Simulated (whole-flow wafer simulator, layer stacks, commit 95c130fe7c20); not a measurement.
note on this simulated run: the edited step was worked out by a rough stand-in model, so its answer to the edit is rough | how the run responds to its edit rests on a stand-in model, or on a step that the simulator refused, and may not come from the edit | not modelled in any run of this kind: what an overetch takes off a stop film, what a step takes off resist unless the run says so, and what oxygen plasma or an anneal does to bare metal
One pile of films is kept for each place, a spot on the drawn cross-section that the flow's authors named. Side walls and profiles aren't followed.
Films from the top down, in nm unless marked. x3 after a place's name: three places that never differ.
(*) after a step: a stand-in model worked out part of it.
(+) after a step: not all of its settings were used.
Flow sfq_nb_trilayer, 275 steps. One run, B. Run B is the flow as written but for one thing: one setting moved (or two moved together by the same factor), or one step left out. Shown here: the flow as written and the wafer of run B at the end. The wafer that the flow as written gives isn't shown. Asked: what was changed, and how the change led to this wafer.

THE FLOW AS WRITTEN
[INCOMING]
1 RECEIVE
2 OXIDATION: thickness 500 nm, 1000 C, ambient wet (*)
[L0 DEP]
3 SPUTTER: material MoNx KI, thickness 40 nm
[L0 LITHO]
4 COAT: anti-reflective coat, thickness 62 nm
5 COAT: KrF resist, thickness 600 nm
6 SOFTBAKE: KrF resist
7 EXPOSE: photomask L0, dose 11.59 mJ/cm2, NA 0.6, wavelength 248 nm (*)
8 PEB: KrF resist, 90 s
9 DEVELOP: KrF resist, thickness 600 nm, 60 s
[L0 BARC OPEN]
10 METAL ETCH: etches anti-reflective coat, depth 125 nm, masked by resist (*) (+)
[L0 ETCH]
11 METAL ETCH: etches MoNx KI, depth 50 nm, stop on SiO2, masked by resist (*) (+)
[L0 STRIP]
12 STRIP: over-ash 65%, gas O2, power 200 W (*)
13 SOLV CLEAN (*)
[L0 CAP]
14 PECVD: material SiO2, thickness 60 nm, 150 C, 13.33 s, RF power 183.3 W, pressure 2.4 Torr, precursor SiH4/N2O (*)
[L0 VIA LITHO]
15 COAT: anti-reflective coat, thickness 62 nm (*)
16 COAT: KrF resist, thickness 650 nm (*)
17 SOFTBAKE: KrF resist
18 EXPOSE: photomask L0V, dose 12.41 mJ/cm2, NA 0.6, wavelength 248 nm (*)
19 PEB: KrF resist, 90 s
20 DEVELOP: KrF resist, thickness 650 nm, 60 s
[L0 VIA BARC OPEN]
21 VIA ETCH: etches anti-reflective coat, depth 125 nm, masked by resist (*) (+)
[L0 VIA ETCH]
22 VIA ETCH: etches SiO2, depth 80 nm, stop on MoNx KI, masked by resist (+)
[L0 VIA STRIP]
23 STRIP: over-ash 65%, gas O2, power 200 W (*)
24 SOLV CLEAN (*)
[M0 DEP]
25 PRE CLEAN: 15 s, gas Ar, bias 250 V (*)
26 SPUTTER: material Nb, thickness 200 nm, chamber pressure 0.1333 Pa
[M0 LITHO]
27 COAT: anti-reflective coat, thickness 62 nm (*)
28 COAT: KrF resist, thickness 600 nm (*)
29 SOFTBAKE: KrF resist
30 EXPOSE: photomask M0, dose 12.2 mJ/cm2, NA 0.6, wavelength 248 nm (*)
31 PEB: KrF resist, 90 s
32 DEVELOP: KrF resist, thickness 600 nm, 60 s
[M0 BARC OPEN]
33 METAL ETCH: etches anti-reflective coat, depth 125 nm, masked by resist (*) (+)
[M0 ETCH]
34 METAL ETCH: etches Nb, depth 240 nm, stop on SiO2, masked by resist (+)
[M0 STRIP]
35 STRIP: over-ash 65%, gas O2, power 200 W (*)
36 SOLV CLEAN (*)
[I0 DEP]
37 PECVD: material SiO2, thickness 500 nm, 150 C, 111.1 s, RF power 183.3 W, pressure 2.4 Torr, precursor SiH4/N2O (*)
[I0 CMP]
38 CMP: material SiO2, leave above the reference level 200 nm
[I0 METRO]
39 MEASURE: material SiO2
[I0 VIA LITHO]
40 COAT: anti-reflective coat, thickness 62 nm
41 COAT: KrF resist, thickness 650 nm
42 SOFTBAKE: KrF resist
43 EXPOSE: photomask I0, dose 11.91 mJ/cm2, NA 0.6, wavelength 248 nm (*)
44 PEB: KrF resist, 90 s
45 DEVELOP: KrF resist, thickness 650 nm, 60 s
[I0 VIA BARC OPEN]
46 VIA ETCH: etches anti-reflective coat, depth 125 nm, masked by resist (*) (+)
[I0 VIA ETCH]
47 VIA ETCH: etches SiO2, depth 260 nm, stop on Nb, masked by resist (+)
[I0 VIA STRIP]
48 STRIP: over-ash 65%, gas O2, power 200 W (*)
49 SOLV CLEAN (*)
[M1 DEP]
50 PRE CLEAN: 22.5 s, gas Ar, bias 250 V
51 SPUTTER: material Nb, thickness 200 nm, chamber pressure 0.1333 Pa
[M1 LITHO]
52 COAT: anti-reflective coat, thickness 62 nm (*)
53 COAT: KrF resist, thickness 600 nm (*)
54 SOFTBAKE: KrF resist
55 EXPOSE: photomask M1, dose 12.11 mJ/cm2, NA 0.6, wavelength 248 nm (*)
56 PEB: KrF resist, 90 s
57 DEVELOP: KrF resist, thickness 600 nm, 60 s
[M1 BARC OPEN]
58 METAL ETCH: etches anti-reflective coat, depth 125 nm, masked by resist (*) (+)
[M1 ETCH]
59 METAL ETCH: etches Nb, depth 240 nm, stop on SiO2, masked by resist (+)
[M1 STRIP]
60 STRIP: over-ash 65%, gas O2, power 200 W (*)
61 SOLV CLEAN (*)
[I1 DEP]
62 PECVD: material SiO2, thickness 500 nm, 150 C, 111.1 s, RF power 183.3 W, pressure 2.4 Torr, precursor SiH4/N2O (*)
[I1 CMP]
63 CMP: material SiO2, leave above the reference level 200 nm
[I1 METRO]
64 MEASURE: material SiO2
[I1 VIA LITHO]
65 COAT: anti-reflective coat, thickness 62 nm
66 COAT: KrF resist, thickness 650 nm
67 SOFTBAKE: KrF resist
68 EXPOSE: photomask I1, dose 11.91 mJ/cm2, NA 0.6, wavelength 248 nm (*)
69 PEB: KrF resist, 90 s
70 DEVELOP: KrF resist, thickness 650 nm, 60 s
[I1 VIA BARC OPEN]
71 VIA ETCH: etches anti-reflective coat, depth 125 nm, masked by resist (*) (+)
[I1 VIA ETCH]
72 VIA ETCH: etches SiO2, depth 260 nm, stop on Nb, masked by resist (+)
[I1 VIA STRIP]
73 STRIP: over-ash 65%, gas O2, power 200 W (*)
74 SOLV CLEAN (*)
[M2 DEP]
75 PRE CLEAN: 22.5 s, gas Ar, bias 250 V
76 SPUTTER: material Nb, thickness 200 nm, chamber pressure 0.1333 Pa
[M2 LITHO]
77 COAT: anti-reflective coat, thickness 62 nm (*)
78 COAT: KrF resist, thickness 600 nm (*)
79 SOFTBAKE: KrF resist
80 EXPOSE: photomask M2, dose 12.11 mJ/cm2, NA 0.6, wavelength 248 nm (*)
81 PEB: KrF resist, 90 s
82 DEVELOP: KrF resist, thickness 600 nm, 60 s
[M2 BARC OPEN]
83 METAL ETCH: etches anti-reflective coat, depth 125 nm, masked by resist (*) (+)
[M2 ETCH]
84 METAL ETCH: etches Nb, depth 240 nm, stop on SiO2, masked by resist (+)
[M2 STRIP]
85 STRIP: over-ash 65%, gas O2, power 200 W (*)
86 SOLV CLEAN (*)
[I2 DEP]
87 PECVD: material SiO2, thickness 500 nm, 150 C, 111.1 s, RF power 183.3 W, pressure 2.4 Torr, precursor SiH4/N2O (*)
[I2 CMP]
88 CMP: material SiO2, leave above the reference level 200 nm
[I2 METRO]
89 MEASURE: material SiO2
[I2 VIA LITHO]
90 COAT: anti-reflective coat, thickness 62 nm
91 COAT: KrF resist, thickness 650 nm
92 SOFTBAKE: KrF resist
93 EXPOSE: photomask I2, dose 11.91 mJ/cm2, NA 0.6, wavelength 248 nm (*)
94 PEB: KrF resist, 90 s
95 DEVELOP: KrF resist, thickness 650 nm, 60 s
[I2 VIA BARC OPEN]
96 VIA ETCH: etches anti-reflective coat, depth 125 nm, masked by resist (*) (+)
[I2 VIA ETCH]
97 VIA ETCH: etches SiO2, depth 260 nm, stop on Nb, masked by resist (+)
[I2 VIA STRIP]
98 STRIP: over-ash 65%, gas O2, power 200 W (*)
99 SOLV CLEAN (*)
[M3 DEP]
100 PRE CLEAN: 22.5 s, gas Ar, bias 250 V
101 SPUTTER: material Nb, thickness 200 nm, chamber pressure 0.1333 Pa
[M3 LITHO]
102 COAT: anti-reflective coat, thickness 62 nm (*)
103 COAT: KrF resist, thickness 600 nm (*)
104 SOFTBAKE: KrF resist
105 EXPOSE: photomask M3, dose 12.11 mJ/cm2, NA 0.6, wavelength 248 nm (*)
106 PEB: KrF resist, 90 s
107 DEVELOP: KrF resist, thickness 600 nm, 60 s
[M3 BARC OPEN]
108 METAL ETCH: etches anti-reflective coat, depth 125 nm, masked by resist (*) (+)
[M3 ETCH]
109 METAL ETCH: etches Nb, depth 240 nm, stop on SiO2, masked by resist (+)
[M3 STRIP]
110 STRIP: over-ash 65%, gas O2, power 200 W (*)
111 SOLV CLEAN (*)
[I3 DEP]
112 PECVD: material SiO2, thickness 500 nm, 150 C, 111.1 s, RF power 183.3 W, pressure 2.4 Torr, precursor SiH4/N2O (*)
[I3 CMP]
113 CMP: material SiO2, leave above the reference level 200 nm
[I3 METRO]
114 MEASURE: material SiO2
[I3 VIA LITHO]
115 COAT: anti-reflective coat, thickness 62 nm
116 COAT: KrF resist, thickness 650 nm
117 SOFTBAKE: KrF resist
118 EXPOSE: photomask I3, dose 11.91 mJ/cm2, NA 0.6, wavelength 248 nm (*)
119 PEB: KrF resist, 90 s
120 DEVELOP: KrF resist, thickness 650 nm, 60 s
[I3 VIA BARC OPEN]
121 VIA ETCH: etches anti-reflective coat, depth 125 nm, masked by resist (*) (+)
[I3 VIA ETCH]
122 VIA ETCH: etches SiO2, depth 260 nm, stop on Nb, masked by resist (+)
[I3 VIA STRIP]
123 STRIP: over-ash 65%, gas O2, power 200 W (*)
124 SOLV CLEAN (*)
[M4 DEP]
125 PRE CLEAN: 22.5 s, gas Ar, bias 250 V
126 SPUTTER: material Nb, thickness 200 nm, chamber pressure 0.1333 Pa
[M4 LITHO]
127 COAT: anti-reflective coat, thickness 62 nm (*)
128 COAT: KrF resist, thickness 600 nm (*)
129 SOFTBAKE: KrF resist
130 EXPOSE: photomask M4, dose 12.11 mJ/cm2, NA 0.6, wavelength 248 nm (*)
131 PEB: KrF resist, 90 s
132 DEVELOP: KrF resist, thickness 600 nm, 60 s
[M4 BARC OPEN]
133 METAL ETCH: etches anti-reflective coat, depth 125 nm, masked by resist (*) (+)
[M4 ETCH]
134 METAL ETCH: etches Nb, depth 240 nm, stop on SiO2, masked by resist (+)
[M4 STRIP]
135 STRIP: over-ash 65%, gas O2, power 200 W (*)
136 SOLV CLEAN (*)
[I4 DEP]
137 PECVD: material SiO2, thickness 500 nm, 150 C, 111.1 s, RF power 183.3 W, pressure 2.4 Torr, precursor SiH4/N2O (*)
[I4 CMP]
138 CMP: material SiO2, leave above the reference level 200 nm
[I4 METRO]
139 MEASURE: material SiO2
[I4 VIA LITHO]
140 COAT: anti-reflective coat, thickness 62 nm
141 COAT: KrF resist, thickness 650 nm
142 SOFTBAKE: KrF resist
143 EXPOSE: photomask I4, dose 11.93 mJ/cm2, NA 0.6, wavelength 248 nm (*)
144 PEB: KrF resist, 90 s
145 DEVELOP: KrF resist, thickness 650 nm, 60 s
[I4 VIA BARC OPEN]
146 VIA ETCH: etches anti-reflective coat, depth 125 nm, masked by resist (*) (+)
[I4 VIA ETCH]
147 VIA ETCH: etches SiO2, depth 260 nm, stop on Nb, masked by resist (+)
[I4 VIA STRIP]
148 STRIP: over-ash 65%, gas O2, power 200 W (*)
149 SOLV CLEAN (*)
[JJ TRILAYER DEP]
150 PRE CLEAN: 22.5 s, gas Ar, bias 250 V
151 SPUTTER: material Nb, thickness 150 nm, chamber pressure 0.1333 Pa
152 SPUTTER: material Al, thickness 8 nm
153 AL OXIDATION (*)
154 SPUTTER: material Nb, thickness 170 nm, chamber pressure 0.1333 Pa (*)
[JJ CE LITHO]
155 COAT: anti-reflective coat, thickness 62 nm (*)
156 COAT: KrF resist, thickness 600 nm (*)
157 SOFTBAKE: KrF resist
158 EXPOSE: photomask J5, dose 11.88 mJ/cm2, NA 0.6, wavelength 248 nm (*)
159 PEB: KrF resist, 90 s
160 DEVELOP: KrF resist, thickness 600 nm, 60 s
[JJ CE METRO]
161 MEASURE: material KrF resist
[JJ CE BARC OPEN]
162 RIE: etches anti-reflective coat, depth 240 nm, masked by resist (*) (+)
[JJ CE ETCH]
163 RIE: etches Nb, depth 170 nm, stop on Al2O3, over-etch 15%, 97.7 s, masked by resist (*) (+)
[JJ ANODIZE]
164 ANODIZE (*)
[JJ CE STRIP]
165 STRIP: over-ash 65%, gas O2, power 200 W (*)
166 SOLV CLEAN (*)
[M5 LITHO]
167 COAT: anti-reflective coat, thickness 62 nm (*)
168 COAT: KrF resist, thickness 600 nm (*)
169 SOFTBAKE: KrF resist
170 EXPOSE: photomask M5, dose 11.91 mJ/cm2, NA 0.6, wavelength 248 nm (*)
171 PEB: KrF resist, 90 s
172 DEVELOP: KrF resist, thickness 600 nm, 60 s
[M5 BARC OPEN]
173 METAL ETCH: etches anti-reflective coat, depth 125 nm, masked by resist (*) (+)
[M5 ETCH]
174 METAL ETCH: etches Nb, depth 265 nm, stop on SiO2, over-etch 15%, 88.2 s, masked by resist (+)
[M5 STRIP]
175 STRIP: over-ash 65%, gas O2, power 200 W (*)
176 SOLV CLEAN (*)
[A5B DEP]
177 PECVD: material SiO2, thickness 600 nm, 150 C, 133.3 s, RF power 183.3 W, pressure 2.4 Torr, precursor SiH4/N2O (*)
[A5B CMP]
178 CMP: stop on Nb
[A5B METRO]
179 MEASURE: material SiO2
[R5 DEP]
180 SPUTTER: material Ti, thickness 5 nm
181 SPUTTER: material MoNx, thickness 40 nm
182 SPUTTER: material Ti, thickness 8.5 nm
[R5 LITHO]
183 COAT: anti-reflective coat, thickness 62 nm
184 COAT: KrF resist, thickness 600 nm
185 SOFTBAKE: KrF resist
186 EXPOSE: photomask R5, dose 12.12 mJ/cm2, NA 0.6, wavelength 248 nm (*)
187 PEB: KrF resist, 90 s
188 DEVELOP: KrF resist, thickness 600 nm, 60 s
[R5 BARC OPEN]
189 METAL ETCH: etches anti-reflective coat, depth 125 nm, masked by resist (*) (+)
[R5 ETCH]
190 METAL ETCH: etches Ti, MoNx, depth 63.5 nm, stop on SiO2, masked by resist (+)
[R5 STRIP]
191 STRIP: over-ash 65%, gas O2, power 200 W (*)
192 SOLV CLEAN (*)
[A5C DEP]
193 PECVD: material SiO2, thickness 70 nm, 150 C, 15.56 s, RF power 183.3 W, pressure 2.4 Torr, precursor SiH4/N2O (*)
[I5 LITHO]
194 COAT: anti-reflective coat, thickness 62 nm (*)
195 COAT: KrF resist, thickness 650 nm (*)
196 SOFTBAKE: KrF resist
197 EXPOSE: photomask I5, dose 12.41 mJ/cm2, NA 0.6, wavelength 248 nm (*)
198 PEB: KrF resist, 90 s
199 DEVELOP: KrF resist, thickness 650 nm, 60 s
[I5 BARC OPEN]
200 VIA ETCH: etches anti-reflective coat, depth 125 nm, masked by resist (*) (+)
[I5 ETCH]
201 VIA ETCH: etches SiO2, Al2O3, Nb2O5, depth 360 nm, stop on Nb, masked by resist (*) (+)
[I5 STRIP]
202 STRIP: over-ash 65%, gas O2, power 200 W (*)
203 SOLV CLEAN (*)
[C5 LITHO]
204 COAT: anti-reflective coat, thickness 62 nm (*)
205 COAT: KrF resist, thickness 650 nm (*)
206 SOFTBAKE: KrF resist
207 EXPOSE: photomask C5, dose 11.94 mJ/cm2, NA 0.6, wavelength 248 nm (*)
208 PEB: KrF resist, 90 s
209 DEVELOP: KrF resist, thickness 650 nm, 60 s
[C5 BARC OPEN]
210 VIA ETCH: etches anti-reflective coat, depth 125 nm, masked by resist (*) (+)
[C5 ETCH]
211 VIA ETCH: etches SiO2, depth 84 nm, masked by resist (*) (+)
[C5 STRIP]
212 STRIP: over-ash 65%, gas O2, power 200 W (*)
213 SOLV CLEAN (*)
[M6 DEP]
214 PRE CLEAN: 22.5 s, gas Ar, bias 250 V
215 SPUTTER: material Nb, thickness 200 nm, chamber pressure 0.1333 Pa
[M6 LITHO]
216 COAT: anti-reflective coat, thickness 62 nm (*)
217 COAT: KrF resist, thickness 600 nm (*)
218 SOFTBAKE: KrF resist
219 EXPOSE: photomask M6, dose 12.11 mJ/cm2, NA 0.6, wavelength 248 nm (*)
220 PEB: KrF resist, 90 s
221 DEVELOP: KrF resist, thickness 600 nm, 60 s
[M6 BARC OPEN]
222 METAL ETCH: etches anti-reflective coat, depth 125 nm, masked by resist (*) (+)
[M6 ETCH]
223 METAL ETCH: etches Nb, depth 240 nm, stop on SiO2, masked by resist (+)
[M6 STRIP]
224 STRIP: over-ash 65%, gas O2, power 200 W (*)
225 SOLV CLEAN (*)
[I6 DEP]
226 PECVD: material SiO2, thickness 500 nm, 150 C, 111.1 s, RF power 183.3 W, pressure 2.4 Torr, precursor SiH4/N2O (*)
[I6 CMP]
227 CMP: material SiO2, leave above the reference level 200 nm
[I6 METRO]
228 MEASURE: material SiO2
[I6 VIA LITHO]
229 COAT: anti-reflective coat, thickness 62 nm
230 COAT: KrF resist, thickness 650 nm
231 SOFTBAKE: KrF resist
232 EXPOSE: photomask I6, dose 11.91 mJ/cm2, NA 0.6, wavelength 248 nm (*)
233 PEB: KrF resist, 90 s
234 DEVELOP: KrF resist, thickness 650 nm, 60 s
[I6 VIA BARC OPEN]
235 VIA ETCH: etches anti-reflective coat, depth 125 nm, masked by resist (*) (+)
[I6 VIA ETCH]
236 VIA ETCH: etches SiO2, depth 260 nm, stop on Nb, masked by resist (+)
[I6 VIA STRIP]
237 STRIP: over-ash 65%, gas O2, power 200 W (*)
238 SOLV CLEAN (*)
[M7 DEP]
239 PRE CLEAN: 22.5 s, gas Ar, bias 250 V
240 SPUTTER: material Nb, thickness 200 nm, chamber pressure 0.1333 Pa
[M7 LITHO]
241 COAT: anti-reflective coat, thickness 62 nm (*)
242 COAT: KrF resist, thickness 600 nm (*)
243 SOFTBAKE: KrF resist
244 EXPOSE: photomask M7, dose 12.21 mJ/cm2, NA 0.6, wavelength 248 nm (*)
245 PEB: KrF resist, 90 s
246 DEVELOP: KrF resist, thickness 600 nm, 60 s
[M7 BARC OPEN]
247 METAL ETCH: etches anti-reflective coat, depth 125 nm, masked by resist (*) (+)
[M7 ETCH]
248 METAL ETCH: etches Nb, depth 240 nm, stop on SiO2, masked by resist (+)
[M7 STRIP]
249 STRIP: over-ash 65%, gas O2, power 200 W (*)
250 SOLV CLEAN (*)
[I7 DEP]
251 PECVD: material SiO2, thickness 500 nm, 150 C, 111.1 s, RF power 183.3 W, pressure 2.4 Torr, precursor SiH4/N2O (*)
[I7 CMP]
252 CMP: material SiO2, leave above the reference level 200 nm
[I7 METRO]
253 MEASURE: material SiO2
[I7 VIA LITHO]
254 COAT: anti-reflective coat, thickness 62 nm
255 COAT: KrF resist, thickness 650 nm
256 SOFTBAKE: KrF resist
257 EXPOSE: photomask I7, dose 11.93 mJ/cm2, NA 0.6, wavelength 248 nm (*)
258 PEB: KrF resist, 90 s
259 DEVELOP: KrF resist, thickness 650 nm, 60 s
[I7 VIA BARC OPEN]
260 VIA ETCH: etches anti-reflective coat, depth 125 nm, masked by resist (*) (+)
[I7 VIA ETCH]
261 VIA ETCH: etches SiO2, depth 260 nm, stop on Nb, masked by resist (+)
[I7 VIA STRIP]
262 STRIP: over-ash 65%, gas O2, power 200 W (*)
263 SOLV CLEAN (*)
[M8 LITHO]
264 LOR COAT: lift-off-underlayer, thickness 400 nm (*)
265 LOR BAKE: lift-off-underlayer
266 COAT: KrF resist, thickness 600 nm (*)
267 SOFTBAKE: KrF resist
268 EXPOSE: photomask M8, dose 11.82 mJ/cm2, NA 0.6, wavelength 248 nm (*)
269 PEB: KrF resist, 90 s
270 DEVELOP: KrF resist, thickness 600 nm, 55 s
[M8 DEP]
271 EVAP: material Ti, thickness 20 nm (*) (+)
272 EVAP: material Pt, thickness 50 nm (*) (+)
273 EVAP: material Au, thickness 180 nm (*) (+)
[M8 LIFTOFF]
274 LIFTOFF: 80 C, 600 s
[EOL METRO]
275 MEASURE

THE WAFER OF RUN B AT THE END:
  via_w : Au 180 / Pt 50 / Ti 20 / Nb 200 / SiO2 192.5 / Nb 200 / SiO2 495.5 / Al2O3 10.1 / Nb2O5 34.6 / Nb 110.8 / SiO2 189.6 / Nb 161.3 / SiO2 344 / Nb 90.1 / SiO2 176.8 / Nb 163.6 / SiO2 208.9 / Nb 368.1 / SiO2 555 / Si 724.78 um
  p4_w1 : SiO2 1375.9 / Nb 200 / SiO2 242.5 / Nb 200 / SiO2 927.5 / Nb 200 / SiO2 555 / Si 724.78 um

The cause: step 62, PECVD: thickness 250 nm was run, where the flow has thickness 500 nm; step 62, PECVD: 55.56 s was run, where the flow has 111.1 s.

How the change led to this, step by step:
  62 PECVD: material SiO2, thickness 500 nm, 150 C, 111.1 s, RF power 183.3 W, pressure 2.4 Torr, precursor SiH4/N2O (*)
      field_l, be, be_sur and 72 more: SiO2 +250 (as written it would be: SiO2 +500)
      v_sur, via_wl, via_wr and 20 more: SiO2 +250 (new film) (as written it would be: SiO2 +500 (new film))
      (and at 8 more places)
  63 CMP: material SiO2, leave above the reference level 200 nm
      field_l, be, be_sur and 72 more: nothing (as written it would be: SiO2 -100)
      lsp_m, ln_m6, lsp_r, l0_sur, l0v: nothing (as written it would be: SiO2 -94.9)
      (and at 26 more places)
  65 COAT: anti-reflective coat, thickness 62 nm
      jj_sur, sp_r, p3_s1, p3_l2, p3_s2, p3_s5, p3_l6: anti-reflective coat +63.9 (new film) (as written it would be: anti-reflective coat +62 (new film))
      m0r_space_l, m0r_space_r, m6r_space_l, m6r_space_r, m7r_space_l, m7r_space_r: anti-reflective coat +80 (new film) (as written it would be: anti-reflective coat +62 (new film))
      (and at 77 more places)
  66 COAT: KrF resist, thickness 650 nm
      m0r_line_l, m0r_line_r, m6r_line_l, m6r_line_r, m7r_line_l, m7r_line_r: KrF resist +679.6 (new film) (as written it would be: KrF resist +650 (new film))
      m0r_space_l, m0r_space_r, m6r_space_l, m6r_space_r, m7r_space_l, m7r_space_r: KrF resist +669.1 (new film) (as written it would be: KrF resist +650 (new film))
      (and at 56 more places)
  70 DEVELOP: KrF resist, thickness 650 nm, 60 s
      via_v: KrF resist -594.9 (all of it) (as written it would be: KrF resist -648.6 (all of it))
  71 VIA ETCH: etches anti-reflective coat, depth 125 nm, masked by resist (*) (+)
      field_l, v_sur, via_wl and 102 more: KrF resist -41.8 (as written it would be: KrF resist -51.7)
      via_v: anti-reflective coat -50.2 (all of it), SiO2 -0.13 (as written it would be: anti-reflective coat -62 (all of it), SiO2 -0.16)
  73 STRIP: over-ash 65%, gas O2, power 200 W (*)
      m0r_line_l, m0r_line_r, m6r_line_l, m6r_line_r, m7r_line_l, m7r_line_r: KrF resist -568 (all of it), anti-reflective coat -62.4 (all of it) (as written it would be: KrF resist -528.6 (all of it), anti-reflective coat -62 (all of it))
      m0r_space_l, m0r_space_r, m6r_space_l, m6r_space_r, m7r_space_l, m7r_space_r: KrF resist -557.5 (all of it), anti-reflective coat -80 (all of it) (as written it would be: KrF resist -528.6 (all of it), anti-reflective coat -62 (all of it))
      (and at 93 more places)
  76 SPUTTER: material Nb, thickness 200 nm, chamber pressure 0.1333 Pa
      be, lsp_l: Nb +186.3 (new film) (as written it would be: Nb +200 (new film))
      via_w: Nb +163.6 (new film) (as written it would be: Nb +200 (new film))
  77 COAT: anti-reflective coat, thickness 62 nm (*)
      p3_l2, p3_s2, p3_s5, p3_l6: anti-reflective coat +63.8 (new film) (as written it would be: anti-reflective coat +62 (new film))
      wl_a_sr, wl_b_sl, wl_b_m5, wl_b_sr: anti-reflective coat +58.9 (new film) (as written it would be: anti-reflective coat +62 (new film))
      (and at 82 more places)
  78 COAT: KrF resist, thickness 600 nm (*)
      m0r_line_l, m6r_line_l, m7r_line_l: KrF resist +627.3 (new film) (as written it would be: KrF resist +600 (new film))
      m0r_space_l, m6r_space_l, m7r_space_l: KrF resist +619.3 (new film) (as written it would be: KrF resist +600 (new film))
      (and at 65 more places)
  82 DEVELOP: KrF resist, thickness 600 nm, 60 s
      m0r_line_l, m6r_line_l, m7r_line_l: KrF resist -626 (all of it) (as written it would be: KrF resist -598.7 (all of it))
      m0r_space_l, m6r_space_l, m7r_space_l: KrF resist -618 (all of it) (as written it would be: KrF resist -598.7 (all of it))
      (and at 43 more places)
  83 METAL ETCH: etches anti-reflective coat, depth 125 nm, masked by resist (*) (+)
      m5r_linepad_l, m5r_linepad_r, r5r_spacepad_l, r5r_spacepad_r: anti-reflective coat -125 (as written it would be: anti-reflective coat -62 (all of it))
      v_sur, via_wl, via_w and 19 more: KrF resist -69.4 (as written it would be: KrF resist -51.7)
      (and at 64 more places)
  84 METAL ETCH: etches Nb, depth 240 nm, stop on SiO2, masked by resist (+)
      m5r_linepad_l, m5r_linepad_r: anti-reflective coat -16.3 (all of it), Nb -200 (all of it) (as written it would be: Nb -200 (all of it))
      r5r_spacepad_l, r5r_spacepad_r: anti-reflective coat -17.1 (all of it), Nb -200 (all of it) (as written it would be: Nb -200 (all of it))
      (and at 2 more places)
  85 STRIP: over-ash 65%, gas O2, power 200 W (*)
      wl_a_sr, wl_b_m5: KrF resist -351 (all of it), anti-reflective coat -58.9 (all of it) (as written it would be: KrF resist -382.4 (all of it), anti-reflective coat -62 (all of it))
      v_sur: KrF resist -286.5 (all of it), anti-reflective coat -41 (all of it) (as written it would be: KrF resist -380 (all of it), anti-reflective coat -61.4 (all of it))
      (and at 19 more places)
  87 PECVD: material SiO2, thickness 500 nm, 150 C, 111.1 s, RF power 183.3 W, pressure 2.4 Torr, precursor SiH4/N2O (*)
      via_w: SiO2 +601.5 (new film) (as written it would be: SiO2 +500 (new film))
  88 CMP: material SiO2, leave above the reference level 200 nm
      field_l, be, be_sur and 79 more: nothing (as written it would be: SiO2 -100)
      via_w: SiO2 -157.1 (as written it would be: SiO2 -300)
  ... 40 more steps ...
  178 CMP: stop on Nb
      via_w: SiO2 -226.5 (as written it would be: SiO2 -235.2)
Counting metal films that touch as one body, via_w has 7 bodies (between them, from the top down: SiO2 192.5; SiO2 495.5 / Al2O3 10.1 / Nb2O5 34.6; SiO2 189.6; SiO2 344; SiO2 176.8; SiO2 208.9); the flow as written gives 5 bodies (between them, from the top down: SiO2 192.5; SiO2 427.3 / Al2O3 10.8 / Nb2O5 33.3; SiO2 425.9; SiO2 416.9).
